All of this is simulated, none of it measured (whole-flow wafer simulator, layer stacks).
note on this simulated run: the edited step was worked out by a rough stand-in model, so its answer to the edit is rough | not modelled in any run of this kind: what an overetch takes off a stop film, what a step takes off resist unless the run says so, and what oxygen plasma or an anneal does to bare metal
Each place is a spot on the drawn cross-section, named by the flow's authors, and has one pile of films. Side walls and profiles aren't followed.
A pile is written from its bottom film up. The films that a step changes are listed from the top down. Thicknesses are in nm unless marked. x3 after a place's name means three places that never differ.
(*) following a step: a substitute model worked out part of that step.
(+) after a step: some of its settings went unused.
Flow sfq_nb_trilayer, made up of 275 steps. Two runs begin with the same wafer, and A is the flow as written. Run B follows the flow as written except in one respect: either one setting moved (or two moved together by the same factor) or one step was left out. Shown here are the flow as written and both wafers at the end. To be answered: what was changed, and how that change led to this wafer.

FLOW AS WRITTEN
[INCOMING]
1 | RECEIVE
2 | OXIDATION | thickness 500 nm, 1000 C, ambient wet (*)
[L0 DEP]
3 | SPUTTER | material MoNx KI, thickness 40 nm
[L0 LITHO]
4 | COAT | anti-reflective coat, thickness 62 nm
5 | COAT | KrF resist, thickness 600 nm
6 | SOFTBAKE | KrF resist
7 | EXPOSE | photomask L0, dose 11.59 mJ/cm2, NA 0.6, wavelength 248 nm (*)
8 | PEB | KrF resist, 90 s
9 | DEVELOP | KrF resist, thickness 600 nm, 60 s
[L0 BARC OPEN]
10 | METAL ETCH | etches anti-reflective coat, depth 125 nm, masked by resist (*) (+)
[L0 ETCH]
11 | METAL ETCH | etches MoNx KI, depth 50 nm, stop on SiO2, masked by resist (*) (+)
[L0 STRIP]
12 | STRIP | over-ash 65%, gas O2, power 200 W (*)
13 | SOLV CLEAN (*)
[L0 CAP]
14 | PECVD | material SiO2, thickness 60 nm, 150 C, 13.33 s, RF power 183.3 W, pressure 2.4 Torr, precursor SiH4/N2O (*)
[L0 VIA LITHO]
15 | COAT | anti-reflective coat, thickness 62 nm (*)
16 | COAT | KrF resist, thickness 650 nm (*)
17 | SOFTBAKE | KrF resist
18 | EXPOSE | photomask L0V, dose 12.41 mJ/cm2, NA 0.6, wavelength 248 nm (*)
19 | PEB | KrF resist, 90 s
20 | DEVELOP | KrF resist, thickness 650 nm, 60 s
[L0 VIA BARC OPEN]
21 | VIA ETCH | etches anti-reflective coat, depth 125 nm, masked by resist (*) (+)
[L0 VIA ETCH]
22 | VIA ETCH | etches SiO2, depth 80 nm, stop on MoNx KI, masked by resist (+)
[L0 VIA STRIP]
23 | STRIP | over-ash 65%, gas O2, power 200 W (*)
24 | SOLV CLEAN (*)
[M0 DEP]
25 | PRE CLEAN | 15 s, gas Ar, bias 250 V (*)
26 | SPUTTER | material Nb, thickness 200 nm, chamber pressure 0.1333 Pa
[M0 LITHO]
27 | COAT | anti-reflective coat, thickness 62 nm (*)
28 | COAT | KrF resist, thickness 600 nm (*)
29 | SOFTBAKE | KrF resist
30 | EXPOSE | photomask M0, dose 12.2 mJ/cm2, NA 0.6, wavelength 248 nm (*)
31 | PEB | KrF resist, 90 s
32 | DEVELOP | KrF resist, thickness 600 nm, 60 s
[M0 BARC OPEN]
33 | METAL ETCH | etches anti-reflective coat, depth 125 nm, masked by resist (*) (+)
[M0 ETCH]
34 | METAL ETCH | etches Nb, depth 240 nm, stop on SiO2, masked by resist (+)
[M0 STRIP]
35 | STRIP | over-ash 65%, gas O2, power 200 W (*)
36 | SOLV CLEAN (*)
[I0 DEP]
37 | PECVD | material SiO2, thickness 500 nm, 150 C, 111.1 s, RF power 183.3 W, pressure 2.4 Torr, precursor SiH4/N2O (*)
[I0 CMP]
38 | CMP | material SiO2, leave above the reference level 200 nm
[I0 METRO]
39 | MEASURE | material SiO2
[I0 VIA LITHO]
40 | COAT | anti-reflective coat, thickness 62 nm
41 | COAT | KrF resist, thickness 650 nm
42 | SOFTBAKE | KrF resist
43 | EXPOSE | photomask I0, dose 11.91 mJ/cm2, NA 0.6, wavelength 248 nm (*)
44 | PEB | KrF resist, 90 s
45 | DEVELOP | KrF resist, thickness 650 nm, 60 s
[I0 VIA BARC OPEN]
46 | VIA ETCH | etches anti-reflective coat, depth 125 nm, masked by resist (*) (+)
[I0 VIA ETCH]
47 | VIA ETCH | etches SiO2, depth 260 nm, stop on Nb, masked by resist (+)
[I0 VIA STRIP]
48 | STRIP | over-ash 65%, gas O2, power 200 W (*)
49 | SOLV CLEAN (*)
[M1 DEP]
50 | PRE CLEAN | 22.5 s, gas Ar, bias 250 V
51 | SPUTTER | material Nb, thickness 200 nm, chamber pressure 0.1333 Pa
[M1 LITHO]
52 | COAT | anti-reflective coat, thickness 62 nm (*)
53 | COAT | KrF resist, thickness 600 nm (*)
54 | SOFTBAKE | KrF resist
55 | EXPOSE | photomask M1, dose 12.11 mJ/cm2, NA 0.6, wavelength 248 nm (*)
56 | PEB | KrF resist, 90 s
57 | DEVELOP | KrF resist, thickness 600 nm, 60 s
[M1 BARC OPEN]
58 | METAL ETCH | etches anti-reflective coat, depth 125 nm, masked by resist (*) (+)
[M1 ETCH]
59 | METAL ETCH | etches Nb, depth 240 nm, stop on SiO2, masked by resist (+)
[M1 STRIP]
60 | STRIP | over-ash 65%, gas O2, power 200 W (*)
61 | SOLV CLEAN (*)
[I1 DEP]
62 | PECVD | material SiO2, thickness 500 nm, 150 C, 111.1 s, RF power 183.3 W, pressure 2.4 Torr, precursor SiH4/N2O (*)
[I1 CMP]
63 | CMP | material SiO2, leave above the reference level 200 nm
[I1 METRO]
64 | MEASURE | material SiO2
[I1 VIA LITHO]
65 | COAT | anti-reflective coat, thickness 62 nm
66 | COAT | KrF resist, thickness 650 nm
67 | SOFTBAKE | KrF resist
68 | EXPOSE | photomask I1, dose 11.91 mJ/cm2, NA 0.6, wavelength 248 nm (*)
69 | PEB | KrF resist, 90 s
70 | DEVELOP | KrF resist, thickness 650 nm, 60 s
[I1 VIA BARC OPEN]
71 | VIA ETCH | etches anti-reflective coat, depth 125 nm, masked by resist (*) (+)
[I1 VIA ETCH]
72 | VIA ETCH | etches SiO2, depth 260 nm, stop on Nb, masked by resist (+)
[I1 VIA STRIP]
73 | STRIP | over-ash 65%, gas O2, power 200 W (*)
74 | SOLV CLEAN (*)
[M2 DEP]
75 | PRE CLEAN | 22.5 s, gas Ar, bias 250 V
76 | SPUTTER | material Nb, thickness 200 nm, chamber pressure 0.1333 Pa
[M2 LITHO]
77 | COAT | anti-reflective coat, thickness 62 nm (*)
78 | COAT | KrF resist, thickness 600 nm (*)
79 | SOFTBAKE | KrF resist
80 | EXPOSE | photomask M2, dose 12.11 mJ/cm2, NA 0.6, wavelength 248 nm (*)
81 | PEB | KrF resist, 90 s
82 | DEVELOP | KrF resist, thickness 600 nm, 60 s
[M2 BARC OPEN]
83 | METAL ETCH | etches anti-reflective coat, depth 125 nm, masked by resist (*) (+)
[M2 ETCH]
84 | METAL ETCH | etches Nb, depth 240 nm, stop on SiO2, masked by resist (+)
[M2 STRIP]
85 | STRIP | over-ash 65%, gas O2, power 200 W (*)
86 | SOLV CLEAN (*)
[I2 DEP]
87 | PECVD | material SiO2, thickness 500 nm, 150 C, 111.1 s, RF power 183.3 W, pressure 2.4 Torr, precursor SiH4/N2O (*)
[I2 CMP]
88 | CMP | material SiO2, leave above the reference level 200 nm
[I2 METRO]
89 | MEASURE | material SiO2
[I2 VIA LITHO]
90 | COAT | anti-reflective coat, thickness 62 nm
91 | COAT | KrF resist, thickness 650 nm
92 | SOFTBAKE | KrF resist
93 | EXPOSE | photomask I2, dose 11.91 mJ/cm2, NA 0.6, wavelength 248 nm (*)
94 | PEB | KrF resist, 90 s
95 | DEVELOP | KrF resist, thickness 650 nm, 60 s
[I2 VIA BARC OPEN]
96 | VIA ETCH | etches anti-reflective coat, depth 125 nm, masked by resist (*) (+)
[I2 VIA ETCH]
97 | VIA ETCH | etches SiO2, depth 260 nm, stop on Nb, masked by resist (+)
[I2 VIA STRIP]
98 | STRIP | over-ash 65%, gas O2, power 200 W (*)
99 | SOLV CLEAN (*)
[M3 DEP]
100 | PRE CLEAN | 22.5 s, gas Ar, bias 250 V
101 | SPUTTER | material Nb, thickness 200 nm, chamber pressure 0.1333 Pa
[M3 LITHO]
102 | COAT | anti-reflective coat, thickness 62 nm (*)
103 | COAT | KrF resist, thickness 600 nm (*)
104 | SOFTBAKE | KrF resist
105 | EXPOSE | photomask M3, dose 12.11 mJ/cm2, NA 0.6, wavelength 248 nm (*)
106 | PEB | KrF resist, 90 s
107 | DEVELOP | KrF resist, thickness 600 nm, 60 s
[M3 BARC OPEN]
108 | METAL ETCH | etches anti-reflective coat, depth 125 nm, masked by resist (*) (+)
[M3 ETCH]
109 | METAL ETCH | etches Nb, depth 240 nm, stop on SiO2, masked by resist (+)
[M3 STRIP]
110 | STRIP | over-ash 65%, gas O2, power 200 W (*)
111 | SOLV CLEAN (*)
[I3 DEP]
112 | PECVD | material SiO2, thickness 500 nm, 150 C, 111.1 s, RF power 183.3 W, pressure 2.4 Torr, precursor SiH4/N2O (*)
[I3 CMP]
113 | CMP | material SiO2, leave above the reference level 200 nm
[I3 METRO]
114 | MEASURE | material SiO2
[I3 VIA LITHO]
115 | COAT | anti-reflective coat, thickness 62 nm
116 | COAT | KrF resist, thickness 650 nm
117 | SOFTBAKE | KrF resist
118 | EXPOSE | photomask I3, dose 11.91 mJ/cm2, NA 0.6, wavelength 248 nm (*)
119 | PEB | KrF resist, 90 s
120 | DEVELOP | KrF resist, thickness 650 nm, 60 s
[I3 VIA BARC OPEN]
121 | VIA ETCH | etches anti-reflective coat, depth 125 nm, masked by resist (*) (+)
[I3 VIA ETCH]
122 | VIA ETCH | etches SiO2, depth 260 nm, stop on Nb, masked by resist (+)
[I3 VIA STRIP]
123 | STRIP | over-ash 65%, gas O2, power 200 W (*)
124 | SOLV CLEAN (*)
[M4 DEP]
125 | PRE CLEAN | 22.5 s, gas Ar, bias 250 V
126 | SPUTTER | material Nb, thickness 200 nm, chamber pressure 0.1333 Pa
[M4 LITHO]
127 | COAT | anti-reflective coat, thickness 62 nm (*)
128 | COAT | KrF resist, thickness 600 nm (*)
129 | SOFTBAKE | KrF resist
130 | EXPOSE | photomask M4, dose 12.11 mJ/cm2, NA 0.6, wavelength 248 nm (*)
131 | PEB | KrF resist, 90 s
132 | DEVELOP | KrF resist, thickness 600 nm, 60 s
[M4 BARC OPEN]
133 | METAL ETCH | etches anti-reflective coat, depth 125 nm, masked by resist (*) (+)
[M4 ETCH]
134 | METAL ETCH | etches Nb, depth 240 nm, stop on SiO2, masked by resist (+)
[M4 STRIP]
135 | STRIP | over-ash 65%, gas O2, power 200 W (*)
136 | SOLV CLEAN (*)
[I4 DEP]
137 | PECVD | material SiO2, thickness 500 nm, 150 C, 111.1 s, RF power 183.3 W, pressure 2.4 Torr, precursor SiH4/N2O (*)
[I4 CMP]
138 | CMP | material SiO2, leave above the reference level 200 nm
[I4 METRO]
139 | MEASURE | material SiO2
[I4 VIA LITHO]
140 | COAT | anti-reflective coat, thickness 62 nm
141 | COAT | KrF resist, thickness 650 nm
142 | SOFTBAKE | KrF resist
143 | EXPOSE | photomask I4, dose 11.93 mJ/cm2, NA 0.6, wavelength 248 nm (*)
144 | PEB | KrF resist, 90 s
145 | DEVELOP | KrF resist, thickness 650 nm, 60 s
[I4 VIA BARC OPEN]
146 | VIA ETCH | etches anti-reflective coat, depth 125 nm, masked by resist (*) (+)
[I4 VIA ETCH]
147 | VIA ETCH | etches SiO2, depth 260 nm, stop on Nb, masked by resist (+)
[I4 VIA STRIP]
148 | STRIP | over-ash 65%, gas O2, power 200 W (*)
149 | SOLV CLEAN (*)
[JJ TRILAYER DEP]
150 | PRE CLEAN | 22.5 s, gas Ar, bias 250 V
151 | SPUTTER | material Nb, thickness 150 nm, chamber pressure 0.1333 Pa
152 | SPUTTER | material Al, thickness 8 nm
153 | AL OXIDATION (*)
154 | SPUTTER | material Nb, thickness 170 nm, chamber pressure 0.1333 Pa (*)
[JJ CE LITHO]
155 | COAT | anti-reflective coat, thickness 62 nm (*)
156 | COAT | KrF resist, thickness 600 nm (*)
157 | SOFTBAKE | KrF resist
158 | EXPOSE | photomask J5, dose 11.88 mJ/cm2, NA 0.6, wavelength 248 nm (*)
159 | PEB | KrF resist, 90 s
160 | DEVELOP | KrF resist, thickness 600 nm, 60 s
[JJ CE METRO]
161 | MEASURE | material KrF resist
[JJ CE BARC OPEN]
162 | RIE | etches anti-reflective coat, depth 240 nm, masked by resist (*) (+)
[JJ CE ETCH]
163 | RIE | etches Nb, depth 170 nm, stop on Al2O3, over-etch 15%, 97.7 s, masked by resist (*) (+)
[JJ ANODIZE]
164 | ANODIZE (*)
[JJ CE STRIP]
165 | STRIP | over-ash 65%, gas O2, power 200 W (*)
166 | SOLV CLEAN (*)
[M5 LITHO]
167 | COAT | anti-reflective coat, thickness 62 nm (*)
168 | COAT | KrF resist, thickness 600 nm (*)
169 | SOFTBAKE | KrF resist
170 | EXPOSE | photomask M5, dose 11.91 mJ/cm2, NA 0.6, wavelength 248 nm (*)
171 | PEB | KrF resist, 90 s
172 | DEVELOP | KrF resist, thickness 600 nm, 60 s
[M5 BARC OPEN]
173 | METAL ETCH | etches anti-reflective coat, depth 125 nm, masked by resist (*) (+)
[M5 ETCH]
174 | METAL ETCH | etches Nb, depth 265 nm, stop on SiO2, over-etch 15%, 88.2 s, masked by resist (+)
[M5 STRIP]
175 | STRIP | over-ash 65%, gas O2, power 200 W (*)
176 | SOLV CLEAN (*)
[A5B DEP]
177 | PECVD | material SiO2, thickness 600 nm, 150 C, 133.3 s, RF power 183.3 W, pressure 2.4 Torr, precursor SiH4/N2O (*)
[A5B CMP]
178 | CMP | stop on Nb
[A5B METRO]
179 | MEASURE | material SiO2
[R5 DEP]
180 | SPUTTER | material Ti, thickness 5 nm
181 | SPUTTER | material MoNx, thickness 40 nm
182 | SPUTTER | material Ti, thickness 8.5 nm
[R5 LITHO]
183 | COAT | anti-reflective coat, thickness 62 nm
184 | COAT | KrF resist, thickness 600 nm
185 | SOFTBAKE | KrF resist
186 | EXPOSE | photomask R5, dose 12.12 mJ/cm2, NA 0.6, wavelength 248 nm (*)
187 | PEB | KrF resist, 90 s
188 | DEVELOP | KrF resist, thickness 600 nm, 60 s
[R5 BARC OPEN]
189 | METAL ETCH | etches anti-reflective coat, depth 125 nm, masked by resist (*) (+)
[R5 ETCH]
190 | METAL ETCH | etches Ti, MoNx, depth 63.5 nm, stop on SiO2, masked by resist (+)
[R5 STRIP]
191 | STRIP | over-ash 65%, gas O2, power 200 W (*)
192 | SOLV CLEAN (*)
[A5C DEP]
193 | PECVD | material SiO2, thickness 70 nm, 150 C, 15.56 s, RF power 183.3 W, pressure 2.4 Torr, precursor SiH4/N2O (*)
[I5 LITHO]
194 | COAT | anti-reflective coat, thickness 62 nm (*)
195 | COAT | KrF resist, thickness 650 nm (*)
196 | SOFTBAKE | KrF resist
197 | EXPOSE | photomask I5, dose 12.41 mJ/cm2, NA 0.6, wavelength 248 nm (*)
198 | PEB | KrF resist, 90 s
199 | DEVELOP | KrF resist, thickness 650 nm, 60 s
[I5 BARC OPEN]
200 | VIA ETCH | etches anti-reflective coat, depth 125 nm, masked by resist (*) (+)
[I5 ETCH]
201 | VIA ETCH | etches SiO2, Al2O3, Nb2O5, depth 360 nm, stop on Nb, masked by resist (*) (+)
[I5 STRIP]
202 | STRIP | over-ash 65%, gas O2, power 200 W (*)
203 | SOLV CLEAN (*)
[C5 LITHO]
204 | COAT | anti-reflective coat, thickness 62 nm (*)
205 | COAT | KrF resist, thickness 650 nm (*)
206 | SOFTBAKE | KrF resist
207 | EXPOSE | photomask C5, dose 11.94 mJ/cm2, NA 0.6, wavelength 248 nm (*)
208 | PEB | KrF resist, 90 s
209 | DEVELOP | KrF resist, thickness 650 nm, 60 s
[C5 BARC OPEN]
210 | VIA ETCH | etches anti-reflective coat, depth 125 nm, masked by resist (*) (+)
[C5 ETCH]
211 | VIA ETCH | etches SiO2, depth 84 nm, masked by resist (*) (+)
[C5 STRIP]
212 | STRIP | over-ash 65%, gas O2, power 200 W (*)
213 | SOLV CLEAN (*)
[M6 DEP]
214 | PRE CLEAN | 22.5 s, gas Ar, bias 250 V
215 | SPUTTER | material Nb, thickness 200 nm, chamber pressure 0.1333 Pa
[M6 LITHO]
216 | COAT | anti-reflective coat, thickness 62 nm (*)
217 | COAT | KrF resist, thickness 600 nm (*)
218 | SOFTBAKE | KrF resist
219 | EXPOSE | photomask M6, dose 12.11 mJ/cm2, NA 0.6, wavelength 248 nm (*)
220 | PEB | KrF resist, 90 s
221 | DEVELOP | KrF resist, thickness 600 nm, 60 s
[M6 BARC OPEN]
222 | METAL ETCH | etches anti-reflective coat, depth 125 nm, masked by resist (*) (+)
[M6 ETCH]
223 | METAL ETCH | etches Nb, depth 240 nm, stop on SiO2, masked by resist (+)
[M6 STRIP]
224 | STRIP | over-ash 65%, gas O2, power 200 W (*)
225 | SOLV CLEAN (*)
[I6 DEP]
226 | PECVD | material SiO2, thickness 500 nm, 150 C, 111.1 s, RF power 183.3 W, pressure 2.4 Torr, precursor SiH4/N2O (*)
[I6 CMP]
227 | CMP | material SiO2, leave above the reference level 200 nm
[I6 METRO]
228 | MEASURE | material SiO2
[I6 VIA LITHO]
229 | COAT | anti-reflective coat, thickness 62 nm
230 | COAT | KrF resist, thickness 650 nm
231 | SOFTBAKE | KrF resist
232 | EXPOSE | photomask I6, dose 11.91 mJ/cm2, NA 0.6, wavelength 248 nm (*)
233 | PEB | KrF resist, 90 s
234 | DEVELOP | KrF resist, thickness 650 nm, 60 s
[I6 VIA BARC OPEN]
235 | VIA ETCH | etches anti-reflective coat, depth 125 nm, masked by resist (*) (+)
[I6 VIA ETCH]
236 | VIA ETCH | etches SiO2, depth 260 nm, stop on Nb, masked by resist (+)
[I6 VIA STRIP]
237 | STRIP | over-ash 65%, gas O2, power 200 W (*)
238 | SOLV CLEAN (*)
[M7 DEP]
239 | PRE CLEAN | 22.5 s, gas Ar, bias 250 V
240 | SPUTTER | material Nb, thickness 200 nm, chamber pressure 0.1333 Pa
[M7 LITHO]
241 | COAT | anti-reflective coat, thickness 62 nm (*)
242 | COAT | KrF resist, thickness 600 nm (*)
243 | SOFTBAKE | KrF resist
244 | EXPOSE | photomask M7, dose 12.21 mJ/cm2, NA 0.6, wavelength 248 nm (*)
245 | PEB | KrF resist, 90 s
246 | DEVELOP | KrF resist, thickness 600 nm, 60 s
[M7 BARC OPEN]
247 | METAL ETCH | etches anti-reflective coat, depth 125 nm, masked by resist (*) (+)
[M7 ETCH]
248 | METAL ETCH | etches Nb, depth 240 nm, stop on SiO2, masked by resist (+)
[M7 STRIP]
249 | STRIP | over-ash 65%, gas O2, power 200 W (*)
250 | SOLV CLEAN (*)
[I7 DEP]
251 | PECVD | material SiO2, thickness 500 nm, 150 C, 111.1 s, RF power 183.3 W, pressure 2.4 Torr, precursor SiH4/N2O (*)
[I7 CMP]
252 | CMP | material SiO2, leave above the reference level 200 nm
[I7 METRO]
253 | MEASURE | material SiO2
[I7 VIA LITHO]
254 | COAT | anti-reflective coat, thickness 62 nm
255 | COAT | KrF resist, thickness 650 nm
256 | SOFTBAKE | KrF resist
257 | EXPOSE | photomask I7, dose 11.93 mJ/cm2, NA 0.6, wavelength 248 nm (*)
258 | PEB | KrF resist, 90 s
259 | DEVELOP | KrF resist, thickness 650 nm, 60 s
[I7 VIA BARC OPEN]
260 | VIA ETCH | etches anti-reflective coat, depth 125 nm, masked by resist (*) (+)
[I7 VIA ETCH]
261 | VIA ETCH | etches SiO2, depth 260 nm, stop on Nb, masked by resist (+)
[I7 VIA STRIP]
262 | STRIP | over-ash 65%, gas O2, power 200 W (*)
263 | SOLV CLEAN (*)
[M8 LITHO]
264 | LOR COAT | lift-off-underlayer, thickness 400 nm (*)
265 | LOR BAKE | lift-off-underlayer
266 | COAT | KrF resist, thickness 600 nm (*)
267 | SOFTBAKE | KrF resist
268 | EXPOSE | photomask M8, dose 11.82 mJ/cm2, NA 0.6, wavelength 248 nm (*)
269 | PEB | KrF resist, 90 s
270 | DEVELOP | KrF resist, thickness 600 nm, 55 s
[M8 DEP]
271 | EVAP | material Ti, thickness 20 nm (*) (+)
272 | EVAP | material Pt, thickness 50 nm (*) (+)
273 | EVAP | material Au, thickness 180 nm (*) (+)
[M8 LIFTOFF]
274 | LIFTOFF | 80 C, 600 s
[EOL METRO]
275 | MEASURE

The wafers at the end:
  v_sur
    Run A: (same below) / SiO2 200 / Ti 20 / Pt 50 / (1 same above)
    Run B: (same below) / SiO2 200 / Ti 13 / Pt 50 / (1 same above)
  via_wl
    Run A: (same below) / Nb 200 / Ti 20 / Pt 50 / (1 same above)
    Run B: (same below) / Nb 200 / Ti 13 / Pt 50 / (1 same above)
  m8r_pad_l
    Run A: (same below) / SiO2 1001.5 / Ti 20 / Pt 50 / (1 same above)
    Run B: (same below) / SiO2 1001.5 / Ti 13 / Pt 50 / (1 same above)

Cause: step 271, EVAP: thickness 13 nm was run, though the flow has thickness 20 nm.
The wafer itself shows it: v_sur has Ti 13, and step 271 as written asks for 20 nm.

How this came from the change, step by step:
  271 | EVAP | material Ti, thickness 20 nm (*) (+)
      field_l, v_sur, via_wl and 103 more: A Ti gains 20 (new film) | B Ti gains 13 (new film)
  274 | LIFTOFF | 80 C, 600 s
      p4_fl, p4_fm, p4_w1 and 71 more: A Au loses 180 (all of it), Pt loses 50 (all of it), Ti loses 20 (all of it), KrF resist loses 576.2 (all of it), lift-off-underlayer loses 400 (all of it) | B Au loses 180 (all of it), Pt loses 50 (all of it), Ti loses 13 (all of it), KrF resist loses 576.2 (all of it), lift-off-underlayer loses 400 (all of it)
      c5j, ce_r: A Au loses 180 (all of it), Pt loses 50 (all of it), Ti loses 20 (all of it), KrF resist loses 573.3 (all of it), lift-off-underlayer loses 399.3 (all of it) | B Au loses 180 (all of it), Pt loses 50 (all of it), Ti loses 13 (all of it), KrF resist loses 573.3 (all of it), lift-off-underlayer loses 399.3 (all of it)
      (also at 19 further places)
